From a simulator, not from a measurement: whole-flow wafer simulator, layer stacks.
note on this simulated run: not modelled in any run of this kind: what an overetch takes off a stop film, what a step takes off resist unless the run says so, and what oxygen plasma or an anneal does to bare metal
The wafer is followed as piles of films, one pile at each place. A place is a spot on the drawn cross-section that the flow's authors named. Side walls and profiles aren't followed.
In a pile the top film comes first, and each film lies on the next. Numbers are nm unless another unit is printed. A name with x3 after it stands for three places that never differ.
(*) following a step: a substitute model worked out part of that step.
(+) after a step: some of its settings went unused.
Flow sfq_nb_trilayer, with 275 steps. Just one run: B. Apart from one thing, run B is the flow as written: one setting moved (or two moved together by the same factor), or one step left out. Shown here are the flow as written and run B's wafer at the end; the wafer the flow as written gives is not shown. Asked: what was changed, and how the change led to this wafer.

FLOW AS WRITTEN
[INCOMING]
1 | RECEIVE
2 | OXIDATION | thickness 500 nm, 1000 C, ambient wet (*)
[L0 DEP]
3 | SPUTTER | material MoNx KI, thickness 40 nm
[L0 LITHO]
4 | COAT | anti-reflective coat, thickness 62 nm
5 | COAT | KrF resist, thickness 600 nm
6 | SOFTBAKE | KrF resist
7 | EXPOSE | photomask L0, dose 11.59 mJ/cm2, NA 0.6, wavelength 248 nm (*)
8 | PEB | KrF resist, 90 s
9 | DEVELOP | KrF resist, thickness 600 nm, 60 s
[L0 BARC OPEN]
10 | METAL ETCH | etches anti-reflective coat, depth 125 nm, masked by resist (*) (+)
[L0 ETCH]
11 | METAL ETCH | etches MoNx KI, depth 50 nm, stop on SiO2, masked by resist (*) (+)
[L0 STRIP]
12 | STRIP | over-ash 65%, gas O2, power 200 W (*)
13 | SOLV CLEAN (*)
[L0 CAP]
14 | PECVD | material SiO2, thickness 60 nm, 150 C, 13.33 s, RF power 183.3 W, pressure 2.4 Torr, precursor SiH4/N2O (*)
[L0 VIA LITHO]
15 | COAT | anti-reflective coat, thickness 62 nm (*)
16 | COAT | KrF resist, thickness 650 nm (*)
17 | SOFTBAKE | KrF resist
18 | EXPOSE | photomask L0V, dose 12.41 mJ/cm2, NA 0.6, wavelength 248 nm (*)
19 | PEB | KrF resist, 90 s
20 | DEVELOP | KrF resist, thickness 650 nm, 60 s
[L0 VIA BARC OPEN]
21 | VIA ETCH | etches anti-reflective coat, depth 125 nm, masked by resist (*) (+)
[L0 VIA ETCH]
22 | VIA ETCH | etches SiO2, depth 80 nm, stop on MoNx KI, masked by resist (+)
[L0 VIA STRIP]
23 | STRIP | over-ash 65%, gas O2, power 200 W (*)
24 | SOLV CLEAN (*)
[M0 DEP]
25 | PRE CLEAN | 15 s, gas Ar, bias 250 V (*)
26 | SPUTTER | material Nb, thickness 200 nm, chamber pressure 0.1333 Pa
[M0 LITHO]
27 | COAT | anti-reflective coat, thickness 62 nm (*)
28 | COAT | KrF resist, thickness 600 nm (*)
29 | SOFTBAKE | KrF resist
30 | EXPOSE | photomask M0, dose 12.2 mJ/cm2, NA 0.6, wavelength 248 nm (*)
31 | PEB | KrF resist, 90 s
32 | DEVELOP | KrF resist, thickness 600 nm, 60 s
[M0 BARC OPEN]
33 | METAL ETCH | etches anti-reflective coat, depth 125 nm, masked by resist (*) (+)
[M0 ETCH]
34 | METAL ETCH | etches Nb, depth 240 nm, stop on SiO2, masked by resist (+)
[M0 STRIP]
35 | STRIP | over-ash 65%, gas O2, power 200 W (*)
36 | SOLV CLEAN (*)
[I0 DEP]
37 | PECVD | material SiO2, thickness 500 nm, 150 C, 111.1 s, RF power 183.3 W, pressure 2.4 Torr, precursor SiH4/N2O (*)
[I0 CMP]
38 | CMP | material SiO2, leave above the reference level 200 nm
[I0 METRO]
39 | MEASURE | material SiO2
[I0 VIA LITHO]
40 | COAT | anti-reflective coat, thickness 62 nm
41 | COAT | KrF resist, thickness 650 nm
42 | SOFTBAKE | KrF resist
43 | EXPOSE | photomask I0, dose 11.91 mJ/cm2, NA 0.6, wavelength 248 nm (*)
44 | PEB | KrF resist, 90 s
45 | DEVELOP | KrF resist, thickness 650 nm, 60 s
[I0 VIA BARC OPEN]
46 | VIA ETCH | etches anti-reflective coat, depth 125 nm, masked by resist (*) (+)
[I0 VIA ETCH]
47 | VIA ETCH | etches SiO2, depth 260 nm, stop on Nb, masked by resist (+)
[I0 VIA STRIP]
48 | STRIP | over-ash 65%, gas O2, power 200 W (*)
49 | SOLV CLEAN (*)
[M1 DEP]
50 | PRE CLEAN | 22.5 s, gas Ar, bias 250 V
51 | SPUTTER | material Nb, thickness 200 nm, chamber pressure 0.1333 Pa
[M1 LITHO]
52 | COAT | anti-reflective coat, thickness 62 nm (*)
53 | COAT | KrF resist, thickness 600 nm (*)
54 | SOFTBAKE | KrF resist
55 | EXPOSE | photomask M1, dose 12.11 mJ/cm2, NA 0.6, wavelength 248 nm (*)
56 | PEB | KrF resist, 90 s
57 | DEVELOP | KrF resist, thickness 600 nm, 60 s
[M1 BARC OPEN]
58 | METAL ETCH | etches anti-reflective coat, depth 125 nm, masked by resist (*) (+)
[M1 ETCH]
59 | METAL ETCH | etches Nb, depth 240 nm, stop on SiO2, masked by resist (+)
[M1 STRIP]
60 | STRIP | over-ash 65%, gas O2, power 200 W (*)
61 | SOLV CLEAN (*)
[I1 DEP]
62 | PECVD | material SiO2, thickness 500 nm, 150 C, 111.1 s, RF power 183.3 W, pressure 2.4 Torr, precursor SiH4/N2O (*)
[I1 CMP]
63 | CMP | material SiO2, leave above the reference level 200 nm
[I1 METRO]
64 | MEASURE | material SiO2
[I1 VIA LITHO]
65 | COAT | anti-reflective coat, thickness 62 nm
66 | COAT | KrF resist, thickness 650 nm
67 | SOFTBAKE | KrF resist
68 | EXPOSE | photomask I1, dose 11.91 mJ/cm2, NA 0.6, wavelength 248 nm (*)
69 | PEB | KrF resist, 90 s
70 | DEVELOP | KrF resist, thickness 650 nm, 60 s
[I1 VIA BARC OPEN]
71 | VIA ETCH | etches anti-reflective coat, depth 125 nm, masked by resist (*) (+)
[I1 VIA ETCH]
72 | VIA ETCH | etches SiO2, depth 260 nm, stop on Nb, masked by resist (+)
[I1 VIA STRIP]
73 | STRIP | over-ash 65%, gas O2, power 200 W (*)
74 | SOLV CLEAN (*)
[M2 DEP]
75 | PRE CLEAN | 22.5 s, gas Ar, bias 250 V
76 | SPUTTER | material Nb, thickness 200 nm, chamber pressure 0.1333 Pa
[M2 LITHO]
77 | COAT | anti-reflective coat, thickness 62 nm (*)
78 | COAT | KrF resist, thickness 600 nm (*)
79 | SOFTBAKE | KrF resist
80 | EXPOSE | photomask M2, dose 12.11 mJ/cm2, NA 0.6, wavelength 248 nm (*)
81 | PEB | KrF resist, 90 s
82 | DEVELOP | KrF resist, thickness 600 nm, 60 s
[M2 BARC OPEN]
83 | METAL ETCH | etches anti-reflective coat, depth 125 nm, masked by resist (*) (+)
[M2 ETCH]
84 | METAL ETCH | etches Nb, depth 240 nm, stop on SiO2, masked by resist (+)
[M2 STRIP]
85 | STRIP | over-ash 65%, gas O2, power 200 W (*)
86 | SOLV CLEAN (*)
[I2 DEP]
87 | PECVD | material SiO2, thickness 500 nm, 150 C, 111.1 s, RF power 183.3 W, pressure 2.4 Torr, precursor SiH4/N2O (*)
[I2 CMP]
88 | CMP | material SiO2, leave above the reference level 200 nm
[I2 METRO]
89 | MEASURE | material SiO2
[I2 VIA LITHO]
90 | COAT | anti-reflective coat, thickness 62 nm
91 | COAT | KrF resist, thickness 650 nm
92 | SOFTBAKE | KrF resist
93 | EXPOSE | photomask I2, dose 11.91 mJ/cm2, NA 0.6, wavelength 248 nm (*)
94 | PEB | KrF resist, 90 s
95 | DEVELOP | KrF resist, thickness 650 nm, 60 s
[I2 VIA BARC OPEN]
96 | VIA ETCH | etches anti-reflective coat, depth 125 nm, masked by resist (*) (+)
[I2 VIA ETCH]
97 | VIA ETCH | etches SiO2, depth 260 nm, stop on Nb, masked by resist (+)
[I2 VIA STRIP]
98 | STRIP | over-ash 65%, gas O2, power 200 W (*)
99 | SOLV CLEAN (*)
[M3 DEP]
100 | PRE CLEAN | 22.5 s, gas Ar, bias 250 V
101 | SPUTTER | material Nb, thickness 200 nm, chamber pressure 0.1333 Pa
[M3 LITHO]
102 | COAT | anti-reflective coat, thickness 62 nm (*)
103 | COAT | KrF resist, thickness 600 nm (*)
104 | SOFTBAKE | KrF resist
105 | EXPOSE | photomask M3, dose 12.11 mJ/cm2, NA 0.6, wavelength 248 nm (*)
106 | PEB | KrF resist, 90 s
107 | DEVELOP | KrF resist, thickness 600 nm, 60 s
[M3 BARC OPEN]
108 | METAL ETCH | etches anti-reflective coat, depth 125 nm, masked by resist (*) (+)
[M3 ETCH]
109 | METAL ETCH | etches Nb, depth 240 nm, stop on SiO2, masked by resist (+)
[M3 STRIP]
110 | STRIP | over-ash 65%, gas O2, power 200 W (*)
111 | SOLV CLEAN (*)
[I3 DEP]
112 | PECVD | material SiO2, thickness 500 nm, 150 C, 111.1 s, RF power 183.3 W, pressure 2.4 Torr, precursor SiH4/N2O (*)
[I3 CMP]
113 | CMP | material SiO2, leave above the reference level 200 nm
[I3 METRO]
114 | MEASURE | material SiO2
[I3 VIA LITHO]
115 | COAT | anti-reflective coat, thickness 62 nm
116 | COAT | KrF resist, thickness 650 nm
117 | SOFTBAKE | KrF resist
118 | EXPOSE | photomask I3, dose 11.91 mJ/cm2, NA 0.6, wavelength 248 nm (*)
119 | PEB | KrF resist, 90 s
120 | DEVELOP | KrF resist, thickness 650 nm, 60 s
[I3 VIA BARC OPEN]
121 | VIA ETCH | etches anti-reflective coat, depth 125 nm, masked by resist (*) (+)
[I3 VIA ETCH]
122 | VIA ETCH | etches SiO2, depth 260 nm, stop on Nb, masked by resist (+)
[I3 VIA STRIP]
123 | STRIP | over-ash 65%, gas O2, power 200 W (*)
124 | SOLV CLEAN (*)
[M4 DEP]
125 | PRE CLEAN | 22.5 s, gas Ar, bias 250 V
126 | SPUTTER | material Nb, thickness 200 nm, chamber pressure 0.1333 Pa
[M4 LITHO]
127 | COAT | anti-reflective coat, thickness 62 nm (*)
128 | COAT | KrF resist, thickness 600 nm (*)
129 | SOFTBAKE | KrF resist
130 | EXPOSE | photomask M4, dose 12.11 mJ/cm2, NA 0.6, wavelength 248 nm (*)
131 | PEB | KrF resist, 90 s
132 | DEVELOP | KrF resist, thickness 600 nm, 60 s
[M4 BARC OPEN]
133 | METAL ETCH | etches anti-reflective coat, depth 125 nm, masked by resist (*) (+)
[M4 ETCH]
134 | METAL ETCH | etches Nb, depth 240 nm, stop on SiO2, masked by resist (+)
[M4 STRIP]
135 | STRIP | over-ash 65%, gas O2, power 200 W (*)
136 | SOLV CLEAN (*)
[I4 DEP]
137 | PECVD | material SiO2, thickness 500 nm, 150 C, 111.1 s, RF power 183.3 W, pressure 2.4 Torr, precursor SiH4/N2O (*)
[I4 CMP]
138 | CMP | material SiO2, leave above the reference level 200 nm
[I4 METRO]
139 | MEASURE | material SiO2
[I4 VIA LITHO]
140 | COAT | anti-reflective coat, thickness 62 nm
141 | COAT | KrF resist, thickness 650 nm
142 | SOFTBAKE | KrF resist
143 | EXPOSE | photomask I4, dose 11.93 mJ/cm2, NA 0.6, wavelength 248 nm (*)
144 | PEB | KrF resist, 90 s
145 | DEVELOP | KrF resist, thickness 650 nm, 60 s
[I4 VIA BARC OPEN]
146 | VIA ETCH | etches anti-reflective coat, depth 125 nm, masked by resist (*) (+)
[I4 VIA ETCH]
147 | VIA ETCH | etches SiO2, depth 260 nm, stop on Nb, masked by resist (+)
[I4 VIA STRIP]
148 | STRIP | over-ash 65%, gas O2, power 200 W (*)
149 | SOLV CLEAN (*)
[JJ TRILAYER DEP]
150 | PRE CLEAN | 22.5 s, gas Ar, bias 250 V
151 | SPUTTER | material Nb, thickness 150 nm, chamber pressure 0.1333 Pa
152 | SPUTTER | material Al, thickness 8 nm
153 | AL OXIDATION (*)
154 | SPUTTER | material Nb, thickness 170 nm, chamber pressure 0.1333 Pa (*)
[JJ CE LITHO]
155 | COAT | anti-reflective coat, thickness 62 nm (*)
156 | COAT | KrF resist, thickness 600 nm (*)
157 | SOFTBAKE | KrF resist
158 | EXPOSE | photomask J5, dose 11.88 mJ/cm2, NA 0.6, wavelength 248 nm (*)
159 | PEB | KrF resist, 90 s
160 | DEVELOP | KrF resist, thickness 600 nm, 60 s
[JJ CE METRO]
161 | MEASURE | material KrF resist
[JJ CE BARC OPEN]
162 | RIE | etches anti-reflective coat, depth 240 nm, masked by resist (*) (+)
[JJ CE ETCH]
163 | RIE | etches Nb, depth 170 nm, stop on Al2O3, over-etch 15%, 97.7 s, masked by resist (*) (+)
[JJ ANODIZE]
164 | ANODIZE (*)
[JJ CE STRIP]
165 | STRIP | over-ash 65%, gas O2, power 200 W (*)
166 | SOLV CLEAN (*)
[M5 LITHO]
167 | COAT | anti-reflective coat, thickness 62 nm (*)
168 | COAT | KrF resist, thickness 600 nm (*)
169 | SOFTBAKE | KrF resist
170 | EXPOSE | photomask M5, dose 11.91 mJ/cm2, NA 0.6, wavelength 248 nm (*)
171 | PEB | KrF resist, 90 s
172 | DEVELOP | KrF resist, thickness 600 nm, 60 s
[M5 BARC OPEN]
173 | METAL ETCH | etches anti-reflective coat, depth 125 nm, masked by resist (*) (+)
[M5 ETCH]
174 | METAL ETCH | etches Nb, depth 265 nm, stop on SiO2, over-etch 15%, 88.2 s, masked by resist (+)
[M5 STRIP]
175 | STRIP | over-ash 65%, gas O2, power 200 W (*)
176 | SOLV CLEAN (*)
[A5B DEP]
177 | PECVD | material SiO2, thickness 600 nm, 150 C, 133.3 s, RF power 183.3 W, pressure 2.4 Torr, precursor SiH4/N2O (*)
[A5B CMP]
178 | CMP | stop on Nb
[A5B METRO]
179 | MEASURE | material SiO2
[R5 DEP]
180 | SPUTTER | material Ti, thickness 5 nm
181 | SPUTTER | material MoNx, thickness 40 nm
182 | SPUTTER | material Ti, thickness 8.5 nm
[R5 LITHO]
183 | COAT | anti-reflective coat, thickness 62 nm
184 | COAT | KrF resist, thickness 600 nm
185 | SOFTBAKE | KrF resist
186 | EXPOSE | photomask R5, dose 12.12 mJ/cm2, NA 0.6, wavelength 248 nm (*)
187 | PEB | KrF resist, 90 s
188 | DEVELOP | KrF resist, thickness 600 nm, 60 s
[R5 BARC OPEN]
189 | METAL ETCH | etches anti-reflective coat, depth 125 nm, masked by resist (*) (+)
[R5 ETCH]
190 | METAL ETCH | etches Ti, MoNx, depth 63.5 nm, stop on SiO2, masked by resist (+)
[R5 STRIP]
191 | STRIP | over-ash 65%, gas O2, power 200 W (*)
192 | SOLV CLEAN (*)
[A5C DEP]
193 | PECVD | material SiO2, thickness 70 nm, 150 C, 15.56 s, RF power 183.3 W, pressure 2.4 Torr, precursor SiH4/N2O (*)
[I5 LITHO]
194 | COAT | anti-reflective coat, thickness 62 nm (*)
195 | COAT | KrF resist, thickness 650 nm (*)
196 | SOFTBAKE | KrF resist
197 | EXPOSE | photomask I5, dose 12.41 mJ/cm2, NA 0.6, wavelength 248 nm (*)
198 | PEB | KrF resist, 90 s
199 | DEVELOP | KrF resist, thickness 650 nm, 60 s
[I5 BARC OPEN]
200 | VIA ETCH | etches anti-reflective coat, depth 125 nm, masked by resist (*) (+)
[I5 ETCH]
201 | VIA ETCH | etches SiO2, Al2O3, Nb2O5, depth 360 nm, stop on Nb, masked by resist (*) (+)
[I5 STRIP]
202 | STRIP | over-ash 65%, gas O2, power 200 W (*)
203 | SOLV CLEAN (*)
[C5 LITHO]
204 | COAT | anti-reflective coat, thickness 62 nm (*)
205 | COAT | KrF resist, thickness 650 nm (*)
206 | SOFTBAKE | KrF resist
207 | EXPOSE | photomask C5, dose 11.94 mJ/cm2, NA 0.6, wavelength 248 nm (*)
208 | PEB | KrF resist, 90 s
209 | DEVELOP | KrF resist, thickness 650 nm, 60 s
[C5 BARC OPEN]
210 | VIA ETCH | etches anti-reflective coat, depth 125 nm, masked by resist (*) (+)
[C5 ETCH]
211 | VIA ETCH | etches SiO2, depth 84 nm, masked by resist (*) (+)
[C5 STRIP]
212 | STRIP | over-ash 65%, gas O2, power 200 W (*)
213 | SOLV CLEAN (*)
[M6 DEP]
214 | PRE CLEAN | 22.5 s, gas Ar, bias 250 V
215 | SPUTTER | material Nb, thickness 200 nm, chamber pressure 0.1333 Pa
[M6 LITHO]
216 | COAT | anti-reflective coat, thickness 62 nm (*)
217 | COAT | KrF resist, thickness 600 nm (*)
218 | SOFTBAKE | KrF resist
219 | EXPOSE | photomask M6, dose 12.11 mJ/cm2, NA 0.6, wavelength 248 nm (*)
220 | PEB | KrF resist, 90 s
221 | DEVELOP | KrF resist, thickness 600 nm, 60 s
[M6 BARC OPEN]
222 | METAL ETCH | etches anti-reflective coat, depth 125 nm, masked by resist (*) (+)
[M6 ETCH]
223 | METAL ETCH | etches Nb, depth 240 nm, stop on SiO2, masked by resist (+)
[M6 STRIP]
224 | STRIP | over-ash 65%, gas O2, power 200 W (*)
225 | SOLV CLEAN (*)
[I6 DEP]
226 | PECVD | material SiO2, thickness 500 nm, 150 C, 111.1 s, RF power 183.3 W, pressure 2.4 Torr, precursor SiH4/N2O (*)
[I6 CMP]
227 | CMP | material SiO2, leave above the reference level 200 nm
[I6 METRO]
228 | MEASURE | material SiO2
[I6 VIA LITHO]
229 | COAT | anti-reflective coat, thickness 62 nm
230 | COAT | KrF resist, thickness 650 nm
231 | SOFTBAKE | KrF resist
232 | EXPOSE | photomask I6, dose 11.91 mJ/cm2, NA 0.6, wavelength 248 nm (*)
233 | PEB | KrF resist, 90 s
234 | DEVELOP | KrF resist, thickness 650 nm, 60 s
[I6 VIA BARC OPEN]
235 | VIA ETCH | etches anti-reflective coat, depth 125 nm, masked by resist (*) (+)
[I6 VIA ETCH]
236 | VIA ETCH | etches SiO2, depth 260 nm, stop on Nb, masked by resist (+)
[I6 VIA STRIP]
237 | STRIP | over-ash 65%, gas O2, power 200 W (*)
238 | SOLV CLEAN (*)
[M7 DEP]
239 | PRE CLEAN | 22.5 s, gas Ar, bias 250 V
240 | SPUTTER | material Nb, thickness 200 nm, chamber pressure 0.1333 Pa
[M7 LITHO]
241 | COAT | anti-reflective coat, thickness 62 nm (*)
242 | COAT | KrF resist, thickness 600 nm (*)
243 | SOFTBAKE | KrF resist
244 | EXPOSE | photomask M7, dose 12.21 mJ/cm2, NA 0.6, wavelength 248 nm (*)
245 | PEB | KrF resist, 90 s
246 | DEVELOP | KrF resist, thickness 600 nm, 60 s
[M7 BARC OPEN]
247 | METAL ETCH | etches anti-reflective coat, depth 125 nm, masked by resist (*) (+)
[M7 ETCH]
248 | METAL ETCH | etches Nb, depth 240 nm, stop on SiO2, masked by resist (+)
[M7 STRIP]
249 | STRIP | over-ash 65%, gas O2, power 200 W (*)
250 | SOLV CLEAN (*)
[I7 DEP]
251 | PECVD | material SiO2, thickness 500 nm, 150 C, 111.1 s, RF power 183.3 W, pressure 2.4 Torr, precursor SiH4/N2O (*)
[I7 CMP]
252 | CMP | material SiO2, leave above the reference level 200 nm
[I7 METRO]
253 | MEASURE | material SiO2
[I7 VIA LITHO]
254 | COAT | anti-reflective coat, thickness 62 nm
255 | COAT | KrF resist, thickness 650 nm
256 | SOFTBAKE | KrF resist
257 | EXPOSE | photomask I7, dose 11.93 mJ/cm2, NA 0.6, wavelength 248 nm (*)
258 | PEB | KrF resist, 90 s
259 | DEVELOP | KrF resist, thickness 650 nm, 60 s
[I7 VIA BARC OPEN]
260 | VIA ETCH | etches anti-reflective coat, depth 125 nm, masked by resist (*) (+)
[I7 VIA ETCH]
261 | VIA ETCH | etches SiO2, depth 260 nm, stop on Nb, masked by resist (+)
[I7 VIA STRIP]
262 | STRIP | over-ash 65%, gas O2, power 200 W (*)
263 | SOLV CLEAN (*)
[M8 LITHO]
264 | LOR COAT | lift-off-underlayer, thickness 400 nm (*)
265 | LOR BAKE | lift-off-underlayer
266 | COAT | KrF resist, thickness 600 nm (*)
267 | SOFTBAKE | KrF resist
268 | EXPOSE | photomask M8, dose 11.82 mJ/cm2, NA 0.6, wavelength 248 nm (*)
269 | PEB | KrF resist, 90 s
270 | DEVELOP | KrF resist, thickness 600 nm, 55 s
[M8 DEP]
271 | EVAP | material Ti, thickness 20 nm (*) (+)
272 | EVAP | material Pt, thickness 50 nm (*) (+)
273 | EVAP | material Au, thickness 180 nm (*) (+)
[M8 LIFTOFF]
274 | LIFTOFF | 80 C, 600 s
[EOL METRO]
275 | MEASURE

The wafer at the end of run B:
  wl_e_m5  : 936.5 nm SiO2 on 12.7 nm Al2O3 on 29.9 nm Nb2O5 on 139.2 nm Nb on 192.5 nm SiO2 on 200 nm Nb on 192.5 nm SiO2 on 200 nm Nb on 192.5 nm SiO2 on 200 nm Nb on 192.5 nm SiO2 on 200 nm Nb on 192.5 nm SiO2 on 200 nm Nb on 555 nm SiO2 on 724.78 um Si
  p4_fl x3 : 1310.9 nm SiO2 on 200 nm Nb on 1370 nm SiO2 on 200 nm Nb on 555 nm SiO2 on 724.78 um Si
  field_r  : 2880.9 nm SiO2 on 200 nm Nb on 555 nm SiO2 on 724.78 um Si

What caused this: step 215, SPUTTER: thickness 135 nm was run, though the flow has thickness 200 nm.

How this came from the change, step by step:
  215 | SPUTTER | material Nb, thickness 200 nm, chamber pressure 0.1333 Pa
      field_l, v_sur, via_wl and 100 more: +135 Nb (new film) (it would be, as written: +200 Nb (new film))
      be: +99.9 Nb (it would be, as written: +147.3 Nb)
      (and at 2 other places as well)
  216 | COAT | anti-reflective coat, thickness 62 nm (*)
      be: +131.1 anti-reflective coat (new film) (it would be, as written: +136.7 anti-reflective coat (new film))
      be_sur: +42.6 anti-reflective coat (new film) (it would be, as written: +43.8 anti-reflective coat (new film))
  223 | METAL ETCH | etches Nb, depth 240 nm, stop on SiO2, masked by resist (+)
      field_l, gap, moat and 76 more: -135 Nb (all of it) (it would be, as written: -200 Nb (all of it))
      v_sur, via_wl, via_w and 24 more: -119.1 KrF resist (it would be, as written: -141.2 KrF resist)
  224 | STRIP | over-ash 65%, gas O2, power 200 W (*)
      wl_j_sl, wl_j_sr: -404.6 KrF resist (all of it), -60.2 anti-reflective coat (all of it) (it would be, as written: -382.5 KrF resist (all of it), -60.2 anti-reflective coat (all of it))
      wl_c_m6, wl_f_m6: -404.3 KrF resist (all of it), -62 anti-reflective coat (all of it) (it would be, as written: -382.3 KrF resist (all of it), -62 anti-reflective coat (all of it))
      (and at 23 other places as well)
  226 | PECVD | material SiO2, thickness 500 nm, 150 C, 111.1 s, RF power 183.3 W, pressure 2.4 Torr, precursor SiH4/N2O (*)
      gap, wl_a_sl, m6r_space_l x2: +500 SiO2 (it would be, as written: +557.1 SiO2)
      be: +669 SiO2 (new film) (it would be, as written: +693.5 SiO2 (new film))
  227 | CMP | material SiO2, leave above the reference level 200 nm
      field_l, p4_fl x3, p4_w1 x9 and 49 more: -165 SiO2 (it would be, as written: -100 SiO2)
      moat, field_r, lsp_l, ln_m5, lsp_m: -165 SiO2 (it would be, as written: -93.6 SiO2)
      (and at 13 other places as well)
